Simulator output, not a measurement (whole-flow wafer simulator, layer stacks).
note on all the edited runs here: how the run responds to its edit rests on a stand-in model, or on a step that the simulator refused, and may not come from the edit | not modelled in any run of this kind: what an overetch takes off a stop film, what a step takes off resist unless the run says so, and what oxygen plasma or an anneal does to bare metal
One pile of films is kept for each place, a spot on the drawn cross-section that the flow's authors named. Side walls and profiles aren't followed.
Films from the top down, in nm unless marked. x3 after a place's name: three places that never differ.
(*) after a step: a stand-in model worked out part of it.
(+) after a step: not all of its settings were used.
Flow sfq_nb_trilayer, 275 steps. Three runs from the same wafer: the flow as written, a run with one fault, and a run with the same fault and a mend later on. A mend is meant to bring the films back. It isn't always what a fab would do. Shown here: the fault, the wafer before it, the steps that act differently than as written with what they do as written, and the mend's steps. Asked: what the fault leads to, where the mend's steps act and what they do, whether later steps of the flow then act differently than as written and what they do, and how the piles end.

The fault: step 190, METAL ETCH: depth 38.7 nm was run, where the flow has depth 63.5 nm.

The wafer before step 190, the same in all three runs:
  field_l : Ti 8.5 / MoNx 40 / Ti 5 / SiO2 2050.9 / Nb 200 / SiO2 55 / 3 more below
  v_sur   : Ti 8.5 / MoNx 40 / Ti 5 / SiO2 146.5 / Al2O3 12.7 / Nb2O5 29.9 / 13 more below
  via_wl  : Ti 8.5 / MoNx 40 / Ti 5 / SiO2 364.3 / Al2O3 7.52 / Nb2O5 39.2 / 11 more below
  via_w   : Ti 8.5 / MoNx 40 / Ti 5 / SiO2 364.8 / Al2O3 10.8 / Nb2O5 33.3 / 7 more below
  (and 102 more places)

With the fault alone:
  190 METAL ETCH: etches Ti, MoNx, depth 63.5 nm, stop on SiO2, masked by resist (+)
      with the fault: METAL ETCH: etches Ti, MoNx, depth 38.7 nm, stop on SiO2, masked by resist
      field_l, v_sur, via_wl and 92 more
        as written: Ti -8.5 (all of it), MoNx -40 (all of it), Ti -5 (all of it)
        with the fault: Ti -8.5 (all of it), MoNx -30.2
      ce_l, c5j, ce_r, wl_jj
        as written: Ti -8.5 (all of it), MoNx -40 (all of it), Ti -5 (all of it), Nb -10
        with the fault: Ti -8.5 (all of it), MoNx -30.2
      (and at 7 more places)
  Later steps of the flow that act differently than as written (11 more steps differ only slightly, by at most 2% or 0.5 nm, whichever is larger, and aren't shown):
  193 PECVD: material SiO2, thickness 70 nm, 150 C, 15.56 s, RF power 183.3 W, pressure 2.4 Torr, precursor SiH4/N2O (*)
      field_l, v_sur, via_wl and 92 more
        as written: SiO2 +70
        with the fault: SiO2 +70 (new film)
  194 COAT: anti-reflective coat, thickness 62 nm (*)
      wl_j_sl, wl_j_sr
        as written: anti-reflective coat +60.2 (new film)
        with the fault: anti-reflective coat +62 (new film)
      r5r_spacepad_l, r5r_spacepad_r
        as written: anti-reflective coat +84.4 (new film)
        with the fault: anti-reflective coat +78 (new film)
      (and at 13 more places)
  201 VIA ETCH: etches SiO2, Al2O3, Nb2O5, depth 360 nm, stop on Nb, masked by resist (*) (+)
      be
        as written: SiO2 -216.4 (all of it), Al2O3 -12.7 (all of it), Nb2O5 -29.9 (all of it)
        with the fault: SiO2 -69.8 (all of it), MoNx -9.8 (all of it), Ti -5 (all of it), SiO2 -146.5 (all of it), Al2O3 -12.7 (all of it), Nb2O5 -29.9 (all of it)
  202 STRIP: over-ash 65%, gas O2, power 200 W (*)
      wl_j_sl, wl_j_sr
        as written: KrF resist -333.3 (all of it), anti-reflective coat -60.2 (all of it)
        with the fault: KrF resist -333.2 (all of it), anti-reflective coat -62 (all of it)
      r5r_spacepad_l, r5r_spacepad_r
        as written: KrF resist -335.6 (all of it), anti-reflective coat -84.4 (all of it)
        with the fault: KrF resist -335 (all of it), anti-reflective coat -78 (all of it)
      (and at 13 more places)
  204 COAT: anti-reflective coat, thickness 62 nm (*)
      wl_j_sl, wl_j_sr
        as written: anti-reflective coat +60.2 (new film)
        with the fault: anti-reflective coat +62 (new film)
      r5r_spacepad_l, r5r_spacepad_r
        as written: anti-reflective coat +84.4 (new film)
        with the fault: anti-reflective coat +78 (new film)
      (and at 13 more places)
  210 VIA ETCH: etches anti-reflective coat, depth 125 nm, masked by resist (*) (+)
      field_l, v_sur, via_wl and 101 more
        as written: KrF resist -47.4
        with the fault: KrF resist -48.4
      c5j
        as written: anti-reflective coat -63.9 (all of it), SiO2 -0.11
        with the fault: anti-reflective coat -61.3 (all of it), SiO2 -0.13
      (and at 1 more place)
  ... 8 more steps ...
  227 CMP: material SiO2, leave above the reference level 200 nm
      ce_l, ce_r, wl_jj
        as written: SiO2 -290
        with the fault: SiO2 -300
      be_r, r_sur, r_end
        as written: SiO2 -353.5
        with the fault: SiO2 -338.7
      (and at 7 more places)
  At the end the piles differ from the flow's by more than 2% or 0.5 nm, whichever is larger, at field_l, v_sur, via_wl and 100 more.
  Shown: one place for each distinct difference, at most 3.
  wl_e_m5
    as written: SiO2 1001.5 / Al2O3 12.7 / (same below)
    with the fault: SiO2 855 / MoNx 9.8 / Ti 5 / SiO2 146.5 / Al2O3 12.7 / (same below)
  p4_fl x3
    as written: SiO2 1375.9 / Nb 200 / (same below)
    with the fault: SiO2 855 / MoNx 9.8 / Ti 5 / SiO2 520.9 / Nb 200 / (same below)
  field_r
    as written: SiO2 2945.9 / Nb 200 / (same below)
    with the fault: SiO2 855 / MoNx 9.8 / Ti 5 / SiO2 2090.9 / Nb 200 / (same below)

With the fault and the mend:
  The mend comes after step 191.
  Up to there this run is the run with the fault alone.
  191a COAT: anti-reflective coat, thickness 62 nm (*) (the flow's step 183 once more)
      p4_fl x3, p4_w1 x9, p4_g1 x2 and 57 more
        anti-reflective coat +62 (new film)
      field_l, v_sur, via_wl and 8 more
        anti-reflective coat +62.2 (new film)
      be, be_sur, lsp_m, ln_m6
        anti-reflective coat +62.3 (new film)
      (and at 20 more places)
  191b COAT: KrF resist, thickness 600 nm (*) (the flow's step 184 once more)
      p4_fl x3, p4_w1 x9, p4_g1 x2 and 57 more
        KrF resist +600 (new film)
      via_wl, via_w, via_wr, l0v
        KrF resist +600.5 (new film)
      r5r_line_l, r5r_line_c, r5r_line_r
        KrF resist +589.2 (new film)
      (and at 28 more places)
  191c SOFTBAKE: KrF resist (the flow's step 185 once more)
      changes no film at any place that is followed
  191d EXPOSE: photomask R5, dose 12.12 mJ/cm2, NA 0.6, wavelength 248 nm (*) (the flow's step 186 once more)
      changes no film at any place that is followed
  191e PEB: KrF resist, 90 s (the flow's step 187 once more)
      field_l, v_sur, via_wl and 78 more
        KrF resist -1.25
      wire, be, be_sur and 13 more
        KrF resist -1.26
      be_r, r_sur, res, r_end
        KrF resist -1.22
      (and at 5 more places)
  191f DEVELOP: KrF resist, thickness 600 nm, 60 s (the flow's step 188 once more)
      p4_fl x3, p4_w1 x9, p4_g1 x2 and 57 more
        KrF resist -598.7 (all of it)
      be_r, r_sur, res, r_end, r5r_line_l, r5r_line_c, r5r_line_r
        KrF resist -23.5
      field_l, v_sur, via_wl, via_w
        KrF resist -599.2 (all of it)
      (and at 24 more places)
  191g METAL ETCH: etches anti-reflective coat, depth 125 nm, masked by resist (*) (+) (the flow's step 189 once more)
      p4_fl x3, p4_w1 x9, p4_g1 x2 and 57 more
        anti-reflective coat -62 (all of it)
      field_l, v_sur, via_wl and 8 more
        anti-reflective coat -62.2 (all of it)
      be_r, r_sur, res, r_end, r5r_line_l, r5r_line_c, r5r_line_r
        KrF resist -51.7
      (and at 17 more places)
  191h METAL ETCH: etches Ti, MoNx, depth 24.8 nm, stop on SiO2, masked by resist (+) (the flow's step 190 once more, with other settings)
      field_l, v_sur, via_wl and 92 more
        MoNx -9.8 (all of it), Ti -5 (all of it)
      be_r, r_sur, res, r_end, r5r_line_l, r5r_line_c, r5r_line_r
        KrF resist -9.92
      ce_l, c5j, ce_r, wl_jj
        MoNx -9.8 (all of it), Ti -5 (all of it), Nb -10
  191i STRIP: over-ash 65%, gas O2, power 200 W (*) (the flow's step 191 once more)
      r5r_line_l, r5r_line_c, r5r_line_r
        KrF resist -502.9 (all of it), anti-reflective coat -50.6 (all of it)
      be_r
        KrF resist -497.7 (all of it), anti-reflective coat -55.4 (all of it)
      r_sur
        KrF resist -497.6 (all of it), anti-reflective coat -58.5 (all of it)
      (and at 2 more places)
  No later step of the flow acts differently than as written at any place that is followed.
  At the end the piles are the same as the flow's at every place that both follow.
